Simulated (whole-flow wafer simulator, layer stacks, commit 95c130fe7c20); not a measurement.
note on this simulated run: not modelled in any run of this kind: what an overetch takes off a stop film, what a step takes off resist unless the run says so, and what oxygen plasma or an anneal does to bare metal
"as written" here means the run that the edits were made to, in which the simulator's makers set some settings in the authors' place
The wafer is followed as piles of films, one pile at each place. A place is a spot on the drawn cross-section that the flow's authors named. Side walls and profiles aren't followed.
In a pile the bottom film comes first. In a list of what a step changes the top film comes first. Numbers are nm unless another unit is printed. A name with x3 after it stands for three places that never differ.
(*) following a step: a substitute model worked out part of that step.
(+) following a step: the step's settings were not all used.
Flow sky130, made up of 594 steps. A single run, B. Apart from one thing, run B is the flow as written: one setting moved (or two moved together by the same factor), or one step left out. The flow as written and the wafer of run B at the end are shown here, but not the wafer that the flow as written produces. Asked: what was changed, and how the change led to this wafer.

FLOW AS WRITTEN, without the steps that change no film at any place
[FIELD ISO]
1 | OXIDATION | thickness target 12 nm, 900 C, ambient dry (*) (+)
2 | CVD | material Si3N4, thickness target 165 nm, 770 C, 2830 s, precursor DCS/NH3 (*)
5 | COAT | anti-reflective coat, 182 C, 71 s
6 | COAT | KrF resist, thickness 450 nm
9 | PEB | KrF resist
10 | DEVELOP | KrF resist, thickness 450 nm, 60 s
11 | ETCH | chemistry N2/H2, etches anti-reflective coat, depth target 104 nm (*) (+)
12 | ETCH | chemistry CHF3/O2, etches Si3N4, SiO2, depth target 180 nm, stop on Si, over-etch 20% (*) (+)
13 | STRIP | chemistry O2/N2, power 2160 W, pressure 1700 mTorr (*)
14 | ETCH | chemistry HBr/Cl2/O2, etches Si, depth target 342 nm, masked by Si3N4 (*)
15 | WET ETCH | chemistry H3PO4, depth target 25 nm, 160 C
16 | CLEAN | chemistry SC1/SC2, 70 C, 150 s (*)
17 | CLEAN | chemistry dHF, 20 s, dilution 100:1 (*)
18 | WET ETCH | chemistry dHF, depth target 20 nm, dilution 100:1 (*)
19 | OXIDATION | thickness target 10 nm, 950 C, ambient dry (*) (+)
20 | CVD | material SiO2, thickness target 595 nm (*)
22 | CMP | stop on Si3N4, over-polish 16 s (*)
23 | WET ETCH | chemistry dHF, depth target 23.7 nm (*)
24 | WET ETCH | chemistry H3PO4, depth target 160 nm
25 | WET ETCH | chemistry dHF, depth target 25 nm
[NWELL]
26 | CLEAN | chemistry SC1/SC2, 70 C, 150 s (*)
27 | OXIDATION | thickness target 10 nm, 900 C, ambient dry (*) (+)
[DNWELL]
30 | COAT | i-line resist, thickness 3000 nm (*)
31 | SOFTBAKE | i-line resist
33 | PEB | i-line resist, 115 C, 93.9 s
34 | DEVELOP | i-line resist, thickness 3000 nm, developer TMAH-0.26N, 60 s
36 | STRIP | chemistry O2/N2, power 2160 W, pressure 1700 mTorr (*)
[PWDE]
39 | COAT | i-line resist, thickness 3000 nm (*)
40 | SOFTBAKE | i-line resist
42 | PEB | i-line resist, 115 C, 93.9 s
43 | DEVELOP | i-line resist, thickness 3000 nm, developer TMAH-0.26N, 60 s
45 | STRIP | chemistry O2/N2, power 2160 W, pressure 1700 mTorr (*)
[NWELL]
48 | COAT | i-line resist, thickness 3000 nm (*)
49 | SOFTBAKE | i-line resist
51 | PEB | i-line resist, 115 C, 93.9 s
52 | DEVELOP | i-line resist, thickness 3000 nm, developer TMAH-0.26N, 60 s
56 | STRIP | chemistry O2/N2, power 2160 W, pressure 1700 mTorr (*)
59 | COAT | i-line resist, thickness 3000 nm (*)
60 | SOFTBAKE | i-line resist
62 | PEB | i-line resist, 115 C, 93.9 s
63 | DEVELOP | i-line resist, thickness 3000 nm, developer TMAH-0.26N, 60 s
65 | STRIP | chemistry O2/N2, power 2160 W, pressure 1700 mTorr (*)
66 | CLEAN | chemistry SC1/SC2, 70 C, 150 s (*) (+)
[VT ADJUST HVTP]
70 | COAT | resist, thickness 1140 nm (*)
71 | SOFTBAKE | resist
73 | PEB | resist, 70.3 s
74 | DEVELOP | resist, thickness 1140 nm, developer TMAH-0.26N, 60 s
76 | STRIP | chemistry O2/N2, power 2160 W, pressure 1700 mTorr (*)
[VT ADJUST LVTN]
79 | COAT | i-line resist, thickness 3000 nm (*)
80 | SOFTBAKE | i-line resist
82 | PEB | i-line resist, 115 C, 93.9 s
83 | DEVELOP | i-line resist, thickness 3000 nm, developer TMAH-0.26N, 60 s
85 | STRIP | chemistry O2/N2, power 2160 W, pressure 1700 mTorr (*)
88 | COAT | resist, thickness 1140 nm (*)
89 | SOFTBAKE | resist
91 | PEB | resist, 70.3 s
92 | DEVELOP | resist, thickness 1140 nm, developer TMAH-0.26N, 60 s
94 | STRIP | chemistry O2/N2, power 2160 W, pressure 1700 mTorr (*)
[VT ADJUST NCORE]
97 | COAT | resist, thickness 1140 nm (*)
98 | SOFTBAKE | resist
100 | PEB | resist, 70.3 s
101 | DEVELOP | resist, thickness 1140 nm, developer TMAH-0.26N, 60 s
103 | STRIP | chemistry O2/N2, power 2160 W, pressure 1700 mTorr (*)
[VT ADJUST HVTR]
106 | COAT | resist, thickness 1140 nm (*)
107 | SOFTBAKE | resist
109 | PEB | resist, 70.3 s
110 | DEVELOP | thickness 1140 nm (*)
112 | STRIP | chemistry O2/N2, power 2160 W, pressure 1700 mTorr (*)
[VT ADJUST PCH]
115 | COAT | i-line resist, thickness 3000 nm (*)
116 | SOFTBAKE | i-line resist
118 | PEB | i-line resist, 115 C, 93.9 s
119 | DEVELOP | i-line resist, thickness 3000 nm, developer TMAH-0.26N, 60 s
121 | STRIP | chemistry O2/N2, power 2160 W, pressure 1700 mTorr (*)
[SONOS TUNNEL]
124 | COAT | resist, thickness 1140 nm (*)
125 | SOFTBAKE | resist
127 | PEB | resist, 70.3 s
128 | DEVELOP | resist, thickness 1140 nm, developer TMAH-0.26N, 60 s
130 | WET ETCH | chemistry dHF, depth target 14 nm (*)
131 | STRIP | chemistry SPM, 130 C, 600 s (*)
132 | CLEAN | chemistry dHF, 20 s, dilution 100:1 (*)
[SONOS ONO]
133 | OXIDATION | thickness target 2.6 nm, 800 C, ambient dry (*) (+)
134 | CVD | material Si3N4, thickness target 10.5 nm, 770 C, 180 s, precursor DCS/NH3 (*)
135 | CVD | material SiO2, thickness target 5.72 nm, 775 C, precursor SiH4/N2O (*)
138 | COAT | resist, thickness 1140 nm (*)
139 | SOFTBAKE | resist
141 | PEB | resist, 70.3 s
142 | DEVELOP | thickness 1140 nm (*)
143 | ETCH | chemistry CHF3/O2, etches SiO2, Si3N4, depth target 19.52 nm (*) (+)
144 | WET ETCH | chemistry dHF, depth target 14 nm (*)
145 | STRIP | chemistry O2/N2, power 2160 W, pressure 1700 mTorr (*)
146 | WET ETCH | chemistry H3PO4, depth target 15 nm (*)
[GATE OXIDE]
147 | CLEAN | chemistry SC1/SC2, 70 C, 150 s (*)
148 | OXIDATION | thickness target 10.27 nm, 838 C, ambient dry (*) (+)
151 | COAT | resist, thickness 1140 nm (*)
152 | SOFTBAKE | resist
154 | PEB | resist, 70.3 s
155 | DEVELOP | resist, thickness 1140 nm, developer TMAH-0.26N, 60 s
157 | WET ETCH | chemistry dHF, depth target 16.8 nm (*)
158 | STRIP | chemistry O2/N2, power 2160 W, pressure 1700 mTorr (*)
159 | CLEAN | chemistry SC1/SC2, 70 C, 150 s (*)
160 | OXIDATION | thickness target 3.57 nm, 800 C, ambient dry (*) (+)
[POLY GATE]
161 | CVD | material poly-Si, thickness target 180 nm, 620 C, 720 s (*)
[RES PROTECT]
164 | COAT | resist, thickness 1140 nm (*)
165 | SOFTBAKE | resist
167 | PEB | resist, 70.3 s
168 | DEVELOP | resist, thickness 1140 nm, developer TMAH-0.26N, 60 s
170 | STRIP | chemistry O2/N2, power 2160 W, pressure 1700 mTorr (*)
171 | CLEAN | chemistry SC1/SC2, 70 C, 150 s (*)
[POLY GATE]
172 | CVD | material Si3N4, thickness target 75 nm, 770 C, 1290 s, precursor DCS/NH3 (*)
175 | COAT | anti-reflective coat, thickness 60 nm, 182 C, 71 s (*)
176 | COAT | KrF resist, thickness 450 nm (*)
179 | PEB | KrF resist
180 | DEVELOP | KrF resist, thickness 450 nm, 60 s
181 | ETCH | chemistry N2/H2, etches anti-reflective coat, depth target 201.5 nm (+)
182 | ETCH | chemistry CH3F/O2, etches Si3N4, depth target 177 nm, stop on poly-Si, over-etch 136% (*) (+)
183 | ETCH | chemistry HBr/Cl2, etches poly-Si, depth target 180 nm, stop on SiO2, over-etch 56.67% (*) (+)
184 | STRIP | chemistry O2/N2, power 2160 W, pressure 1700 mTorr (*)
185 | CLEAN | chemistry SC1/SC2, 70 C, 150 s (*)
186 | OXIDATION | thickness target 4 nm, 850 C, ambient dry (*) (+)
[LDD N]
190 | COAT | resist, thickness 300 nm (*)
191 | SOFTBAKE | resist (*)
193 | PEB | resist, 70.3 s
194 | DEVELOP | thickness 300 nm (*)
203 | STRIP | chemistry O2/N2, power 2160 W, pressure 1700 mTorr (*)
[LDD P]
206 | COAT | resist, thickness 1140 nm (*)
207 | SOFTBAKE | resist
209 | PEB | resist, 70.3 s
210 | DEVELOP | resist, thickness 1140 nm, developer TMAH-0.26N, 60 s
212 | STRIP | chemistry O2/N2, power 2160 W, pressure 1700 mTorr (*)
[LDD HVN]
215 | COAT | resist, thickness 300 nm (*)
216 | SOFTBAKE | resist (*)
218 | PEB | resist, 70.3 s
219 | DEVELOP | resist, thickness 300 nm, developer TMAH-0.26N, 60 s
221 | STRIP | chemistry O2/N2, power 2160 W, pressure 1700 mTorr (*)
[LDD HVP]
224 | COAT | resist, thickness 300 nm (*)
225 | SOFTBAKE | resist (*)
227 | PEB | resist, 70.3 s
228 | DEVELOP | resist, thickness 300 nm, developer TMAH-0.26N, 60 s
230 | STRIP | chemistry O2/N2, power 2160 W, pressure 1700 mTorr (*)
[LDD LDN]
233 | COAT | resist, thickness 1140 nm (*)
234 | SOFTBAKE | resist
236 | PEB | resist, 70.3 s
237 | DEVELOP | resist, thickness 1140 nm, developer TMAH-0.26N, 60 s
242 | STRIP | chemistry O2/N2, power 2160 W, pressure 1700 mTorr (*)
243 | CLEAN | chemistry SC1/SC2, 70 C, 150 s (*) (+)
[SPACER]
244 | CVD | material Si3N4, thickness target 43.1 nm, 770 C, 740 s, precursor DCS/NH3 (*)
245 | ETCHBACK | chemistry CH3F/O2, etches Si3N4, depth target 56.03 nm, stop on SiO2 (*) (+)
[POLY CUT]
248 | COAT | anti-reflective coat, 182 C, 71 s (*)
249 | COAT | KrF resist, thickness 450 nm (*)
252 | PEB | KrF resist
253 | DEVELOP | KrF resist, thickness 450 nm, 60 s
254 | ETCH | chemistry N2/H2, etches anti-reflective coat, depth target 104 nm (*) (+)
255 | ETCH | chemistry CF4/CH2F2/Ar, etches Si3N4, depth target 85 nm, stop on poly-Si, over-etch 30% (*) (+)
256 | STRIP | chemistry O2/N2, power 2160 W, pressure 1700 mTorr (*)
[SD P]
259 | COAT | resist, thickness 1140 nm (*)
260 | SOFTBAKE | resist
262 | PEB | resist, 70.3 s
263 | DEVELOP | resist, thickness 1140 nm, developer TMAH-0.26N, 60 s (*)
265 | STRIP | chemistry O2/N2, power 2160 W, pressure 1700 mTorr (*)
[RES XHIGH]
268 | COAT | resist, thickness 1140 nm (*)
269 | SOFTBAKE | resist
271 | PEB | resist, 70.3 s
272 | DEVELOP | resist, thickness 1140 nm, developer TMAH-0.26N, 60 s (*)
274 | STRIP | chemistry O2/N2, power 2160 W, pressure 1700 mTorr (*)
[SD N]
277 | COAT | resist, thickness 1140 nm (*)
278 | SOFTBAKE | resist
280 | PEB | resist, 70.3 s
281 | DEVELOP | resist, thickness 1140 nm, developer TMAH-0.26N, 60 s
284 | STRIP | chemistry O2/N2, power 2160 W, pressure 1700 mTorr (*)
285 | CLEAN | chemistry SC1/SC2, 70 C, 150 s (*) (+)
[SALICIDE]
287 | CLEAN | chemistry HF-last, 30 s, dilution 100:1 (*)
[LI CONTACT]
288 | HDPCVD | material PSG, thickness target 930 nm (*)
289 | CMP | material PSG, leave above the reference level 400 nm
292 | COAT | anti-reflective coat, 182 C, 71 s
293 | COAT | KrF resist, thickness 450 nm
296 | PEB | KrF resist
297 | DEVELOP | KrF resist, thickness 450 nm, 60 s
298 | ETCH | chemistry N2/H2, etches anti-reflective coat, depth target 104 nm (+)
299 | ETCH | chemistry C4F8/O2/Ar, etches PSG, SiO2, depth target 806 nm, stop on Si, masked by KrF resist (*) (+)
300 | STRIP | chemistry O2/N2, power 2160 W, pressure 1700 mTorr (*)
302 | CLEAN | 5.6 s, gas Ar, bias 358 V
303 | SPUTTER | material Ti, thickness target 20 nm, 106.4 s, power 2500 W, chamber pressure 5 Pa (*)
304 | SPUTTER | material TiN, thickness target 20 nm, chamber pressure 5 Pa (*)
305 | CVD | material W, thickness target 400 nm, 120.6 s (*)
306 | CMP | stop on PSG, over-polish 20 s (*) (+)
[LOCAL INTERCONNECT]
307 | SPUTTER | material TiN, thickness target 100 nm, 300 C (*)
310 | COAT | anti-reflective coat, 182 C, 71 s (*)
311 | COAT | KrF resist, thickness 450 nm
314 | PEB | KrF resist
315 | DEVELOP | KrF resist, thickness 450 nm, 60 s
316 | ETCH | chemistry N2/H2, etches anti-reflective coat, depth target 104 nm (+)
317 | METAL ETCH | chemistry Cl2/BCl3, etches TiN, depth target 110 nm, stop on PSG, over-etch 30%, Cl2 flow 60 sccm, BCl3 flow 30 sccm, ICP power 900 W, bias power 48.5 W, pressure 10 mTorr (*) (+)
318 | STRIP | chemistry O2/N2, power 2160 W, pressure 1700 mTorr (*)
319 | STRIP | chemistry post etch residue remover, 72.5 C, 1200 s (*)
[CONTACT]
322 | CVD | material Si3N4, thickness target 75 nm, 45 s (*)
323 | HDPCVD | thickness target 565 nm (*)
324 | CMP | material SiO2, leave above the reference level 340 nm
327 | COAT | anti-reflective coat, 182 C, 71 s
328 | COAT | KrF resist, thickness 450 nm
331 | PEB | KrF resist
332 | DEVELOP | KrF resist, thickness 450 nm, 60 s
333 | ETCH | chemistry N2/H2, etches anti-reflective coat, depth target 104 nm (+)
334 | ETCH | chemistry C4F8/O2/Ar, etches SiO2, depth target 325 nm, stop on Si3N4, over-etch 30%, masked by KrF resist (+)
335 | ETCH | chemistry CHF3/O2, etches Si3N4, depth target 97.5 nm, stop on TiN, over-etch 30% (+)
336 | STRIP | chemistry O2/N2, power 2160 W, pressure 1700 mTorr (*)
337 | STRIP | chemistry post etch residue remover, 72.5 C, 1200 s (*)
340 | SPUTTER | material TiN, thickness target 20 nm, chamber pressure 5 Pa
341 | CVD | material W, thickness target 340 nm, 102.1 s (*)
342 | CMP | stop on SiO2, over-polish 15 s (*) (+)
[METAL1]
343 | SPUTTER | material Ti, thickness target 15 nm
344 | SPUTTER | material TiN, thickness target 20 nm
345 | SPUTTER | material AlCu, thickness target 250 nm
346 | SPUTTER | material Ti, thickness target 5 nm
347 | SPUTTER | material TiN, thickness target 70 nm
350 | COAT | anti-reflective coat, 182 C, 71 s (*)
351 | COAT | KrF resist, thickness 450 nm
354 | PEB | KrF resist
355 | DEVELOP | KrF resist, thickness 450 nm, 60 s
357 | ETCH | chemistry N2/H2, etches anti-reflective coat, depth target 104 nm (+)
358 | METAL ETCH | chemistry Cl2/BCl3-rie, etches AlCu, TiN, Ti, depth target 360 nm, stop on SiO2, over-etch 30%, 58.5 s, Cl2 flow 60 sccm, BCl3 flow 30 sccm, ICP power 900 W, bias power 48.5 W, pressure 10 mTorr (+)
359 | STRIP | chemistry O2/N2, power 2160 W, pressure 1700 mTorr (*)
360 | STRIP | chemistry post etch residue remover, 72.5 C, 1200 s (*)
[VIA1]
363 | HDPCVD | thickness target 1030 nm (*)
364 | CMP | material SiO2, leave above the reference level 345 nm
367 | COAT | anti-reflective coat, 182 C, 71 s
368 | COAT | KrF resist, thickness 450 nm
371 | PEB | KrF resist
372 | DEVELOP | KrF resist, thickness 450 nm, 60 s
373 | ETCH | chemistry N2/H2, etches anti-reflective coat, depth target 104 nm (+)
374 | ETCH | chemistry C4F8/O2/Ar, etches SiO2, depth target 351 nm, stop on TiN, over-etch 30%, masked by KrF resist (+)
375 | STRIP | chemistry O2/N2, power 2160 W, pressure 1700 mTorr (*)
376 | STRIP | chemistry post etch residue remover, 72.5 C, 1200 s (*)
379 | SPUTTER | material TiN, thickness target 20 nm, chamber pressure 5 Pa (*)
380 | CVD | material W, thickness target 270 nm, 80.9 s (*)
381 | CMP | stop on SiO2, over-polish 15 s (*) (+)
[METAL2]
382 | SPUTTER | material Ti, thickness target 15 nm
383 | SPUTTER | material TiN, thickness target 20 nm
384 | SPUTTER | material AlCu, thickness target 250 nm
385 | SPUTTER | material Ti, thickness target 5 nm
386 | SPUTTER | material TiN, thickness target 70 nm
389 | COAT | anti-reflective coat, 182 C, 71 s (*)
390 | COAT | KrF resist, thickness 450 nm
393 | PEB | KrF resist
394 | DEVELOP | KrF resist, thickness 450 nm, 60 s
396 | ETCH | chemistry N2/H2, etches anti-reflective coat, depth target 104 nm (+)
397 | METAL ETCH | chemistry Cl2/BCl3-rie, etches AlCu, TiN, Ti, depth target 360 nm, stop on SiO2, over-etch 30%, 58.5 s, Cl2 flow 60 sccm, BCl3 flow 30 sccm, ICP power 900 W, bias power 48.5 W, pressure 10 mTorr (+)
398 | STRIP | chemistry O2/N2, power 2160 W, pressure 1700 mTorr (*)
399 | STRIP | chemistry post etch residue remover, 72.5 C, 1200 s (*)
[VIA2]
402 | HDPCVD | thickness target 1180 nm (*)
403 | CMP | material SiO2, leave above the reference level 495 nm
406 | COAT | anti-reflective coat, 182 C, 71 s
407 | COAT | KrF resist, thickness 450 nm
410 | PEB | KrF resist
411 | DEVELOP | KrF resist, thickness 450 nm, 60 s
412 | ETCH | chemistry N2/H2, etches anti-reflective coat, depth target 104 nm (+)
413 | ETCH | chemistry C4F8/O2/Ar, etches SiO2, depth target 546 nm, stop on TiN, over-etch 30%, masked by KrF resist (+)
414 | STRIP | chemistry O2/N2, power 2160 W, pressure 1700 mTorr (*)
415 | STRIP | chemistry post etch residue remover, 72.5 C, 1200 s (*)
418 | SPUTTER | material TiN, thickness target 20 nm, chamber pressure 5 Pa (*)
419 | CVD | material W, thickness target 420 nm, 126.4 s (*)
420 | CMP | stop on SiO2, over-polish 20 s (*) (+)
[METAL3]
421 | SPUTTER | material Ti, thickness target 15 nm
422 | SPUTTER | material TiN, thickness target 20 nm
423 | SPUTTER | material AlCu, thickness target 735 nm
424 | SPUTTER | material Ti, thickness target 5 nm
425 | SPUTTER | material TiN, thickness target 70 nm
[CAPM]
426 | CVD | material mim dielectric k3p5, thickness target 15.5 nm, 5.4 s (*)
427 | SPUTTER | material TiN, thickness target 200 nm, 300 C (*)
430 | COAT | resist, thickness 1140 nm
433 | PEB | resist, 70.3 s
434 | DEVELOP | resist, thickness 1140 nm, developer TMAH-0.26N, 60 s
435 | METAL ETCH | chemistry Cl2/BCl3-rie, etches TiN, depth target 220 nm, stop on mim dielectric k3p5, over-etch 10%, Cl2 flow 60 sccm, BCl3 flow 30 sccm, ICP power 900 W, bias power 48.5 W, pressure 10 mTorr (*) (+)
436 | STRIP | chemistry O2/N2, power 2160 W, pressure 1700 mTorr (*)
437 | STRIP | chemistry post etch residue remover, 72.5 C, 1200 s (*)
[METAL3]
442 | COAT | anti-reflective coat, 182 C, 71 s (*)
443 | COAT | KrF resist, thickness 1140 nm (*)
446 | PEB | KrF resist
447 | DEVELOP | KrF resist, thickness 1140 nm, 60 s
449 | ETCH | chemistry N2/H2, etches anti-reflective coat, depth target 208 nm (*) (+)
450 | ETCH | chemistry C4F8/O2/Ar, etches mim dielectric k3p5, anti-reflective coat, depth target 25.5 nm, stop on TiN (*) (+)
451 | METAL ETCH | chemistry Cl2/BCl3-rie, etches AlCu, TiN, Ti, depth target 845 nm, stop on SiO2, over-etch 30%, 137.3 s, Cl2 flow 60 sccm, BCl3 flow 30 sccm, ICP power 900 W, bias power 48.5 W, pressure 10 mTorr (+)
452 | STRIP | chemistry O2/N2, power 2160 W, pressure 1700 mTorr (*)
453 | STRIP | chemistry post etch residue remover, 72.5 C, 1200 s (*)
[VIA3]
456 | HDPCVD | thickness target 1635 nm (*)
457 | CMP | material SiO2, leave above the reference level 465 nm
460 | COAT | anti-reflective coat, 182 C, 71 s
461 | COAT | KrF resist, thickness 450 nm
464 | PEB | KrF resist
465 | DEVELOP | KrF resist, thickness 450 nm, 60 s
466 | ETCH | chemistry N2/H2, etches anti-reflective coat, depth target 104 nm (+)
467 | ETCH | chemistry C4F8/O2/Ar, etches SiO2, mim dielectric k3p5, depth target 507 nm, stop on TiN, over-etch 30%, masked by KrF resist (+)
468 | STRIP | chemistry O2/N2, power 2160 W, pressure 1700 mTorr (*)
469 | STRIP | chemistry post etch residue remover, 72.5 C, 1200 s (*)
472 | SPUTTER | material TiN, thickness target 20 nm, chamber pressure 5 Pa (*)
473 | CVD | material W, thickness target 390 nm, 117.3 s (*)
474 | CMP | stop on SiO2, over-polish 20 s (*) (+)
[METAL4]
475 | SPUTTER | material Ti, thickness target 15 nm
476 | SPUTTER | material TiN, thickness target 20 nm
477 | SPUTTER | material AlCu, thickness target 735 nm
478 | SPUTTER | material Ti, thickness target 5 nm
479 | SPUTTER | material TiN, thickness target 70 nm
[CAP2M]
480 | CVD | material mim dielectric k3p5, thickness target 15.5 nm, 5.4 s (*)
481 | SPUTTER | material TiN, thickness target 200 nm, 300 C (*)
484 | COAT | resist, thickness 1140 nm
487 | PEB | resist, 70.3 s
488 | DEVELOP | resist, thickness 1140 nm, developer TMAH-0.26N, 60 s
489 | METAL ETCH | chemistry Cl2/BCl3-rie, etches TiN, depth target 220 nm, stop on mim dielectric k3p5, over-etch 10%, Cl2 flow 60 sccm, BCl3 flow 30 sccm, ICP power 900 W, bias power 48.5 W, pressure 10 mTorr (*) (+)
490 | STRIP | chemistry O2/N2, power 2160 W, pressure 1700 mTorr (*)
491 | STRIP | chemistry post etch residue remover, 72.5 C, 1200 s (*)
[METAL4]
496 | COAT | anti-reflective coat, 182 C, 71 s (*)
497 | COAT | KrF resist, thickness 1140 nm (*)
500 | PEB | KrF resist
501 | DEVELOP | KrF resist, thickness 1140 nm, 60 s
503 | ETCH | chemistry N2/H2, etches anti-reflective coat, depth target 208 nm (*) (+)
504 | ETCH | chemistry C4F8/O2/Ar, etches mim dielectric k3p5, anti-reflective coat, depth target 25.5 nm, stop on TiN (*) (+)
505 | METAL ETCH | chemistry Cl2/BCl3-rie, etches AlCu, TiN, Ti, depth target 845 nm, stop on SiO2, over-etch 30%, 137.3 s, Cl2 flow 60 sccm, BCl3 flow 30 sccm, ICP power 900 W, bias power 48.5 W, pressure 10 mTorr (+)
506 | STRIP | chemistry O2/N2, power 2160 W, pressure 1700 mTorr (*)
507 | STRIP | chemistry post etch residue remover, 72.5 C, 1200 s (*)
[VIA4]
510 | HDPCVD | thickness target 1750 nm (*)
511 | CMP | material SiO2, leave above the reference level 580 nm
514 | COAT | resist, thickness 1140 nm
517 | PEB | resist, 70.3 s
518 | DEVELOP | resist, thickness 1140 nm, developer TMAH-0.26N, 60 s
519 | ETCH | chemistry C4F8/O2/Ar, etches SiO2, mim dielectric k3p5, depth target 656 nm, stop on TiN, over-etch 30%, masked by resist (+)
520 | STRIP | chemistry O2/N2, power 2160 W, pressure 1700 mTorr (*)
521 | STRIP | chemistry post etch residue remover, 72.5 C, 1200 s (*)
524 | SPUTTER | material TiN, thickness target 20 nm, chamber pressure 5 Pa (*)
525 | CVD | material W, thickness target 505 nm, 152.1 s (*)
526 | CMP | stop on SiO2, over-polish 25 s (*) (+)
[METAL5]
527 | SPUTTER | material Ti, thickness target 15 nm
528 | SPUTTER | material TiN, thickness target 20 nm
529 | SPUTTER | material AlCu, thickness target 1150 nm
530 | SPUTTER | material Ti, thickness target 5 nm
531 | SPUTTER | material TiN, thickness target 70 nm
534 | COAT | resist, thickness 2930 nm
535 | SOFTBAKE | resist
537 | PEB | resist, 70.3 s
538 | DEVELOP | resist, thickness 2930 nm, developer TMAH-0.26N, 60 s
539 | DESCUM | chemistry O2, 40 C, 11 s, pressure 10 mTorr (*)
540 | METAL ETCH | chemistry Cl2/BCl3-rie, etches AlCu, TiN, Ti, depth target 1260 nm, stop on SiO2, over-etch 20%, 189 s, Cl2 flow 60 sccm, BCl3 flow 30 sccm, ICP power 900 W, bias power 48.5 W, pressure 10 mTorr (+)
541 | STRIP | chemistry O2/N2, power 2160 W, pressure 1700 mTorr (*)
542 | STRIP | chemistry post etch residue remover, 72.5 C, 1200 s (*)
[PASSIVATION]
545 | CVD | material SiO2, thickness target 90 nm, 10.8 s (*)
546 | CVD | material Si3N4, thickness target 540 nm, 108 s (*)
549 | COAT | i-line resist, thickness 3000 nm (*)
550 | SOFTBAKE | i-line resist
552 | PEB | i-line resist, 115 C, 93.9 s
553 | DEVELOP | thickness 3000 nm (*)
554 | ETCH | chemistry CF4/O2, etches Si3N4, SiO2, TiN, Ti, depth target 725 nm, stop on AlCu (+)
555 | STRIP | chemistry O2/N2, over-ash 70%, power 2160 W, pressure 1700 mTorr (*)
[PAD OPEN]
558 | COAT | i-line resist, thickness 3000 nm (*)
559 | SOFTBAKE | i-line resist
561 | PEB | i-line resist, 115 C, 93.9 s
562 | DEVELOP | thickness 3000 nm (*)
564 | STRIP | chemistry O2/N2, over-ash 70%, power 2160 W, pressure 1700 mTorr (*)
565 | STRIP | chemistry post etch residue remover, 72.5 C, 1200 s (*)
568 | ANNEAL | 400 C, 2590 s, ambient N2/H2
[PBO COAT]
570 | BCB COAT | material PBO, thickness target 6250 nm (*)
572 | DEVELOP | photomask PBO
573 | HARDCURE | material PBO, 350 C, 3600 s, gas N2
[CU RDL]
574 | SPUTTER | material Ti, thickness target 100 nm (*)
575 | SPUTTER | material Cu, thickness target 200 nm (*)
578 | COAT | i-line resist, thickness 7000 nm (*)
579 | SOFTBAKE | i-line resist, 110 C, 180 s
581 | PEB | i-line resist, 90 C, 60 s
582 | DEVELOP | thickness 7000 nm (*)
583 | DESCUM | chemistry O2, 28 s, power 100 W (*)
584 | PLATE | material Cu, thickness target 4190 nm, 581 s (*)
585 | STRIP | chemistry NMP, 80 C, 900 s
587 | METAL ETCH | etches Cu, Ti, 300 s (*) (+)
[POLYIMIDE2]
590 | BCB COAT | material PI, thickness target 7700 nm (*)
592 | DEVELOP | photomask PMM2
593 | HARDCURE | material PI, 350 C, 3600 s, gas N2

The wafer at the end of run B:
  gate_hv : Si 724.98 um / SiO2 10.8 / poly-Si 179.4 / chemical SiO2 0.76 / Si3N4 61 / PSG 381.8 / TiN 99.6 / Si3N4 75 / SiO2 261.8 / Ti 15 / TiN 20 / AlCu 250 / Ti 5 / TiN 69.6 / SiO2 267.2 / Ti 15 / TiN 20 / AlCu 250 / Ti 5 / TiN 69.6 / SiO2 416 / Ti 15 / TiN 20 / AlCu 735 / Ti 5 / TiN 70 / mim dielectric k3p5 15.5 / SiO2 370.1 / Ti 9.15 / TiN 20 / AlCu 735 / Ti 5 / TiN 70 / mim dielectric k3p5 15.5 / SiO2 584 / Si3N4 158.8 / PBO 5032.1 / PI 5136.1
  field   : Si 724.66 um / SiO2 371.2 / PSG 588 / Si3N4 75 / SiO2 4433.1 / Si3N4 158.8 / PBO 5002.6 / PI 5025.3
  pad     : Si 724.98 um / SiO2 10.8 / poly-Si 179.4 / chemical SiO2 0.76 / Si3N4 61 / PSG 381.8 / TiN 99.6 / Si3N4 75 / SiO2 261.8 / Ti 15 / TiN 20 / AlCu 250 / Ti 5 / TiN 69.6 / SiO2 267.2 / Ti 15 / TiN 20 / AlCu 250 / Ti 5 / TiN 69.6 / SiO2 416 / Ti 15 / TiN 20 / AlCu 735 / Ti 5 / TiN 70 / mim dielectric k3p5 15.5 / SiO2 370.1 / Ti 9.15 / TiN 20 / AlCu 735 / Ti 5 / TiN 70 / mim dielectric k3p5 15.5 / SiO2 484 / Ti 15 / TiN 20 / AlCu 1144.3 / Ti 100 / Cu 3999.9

The reason: step 475, SPUTTER: thickness target 9.15 nm was run, whereas the flow has thickness target 15 nm.
One can read it off the wafer: gate_hv has Ti 9.15, and step 475 as written asks for 15 nm.

Step by step, how the change led to this:
  475 | SPUTTER | material Ti, thickness target 15 nm
      field, active, n_well and 189 more: Ti gains 9.15 (new film) (as written it would have been: Ti gains 15 (new film))
  505 | METAL ETCH | chemistry Cl2/BCl3-rie, etches AlCu, TiN, Ti, depth target 845 nm, stop on SiO2, over-etch 30%, 137.3 s, Cl2 flow 60 sccm, BCl3 flow 30 sccm, ICP power 900 W, bias power 48.5 W, pressure 10 mTorr (+)
      field, gate, spacer and 68 more: TiN loses 70 (all of it), Ti loses 5 (all of it), AlCu loses 735 (all of it), TiN loses 20 (all of it), Ti loses 9.15 (all of it), SiO2 loses 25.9 (as written it would have been: TiN loses 70 (all of it), Ti loses 5 (all of it), AlCu loses 735 (all of it), TiN loses 20 (all of it), Ti loses 15 (all of it), SiO2 loses 25.4)
      active, vpp_iso1, mim_edge_plate and 14 more: TiN loses 70 (all of it), Ti loses 5 (all of it), AlCu loses 735 (all of it), TiN loses 20 (all of it), Ti loses 9.15 (all of it), SiO2 loses 25.9 (as written it would have been: TiN loses 70 (all of it), Ti loses 5 (all of it), AlCu loses 735 (all of it), TiN loses 20 (all of it), Ti loses 15 (all of it), SiO2 loses 25.3)
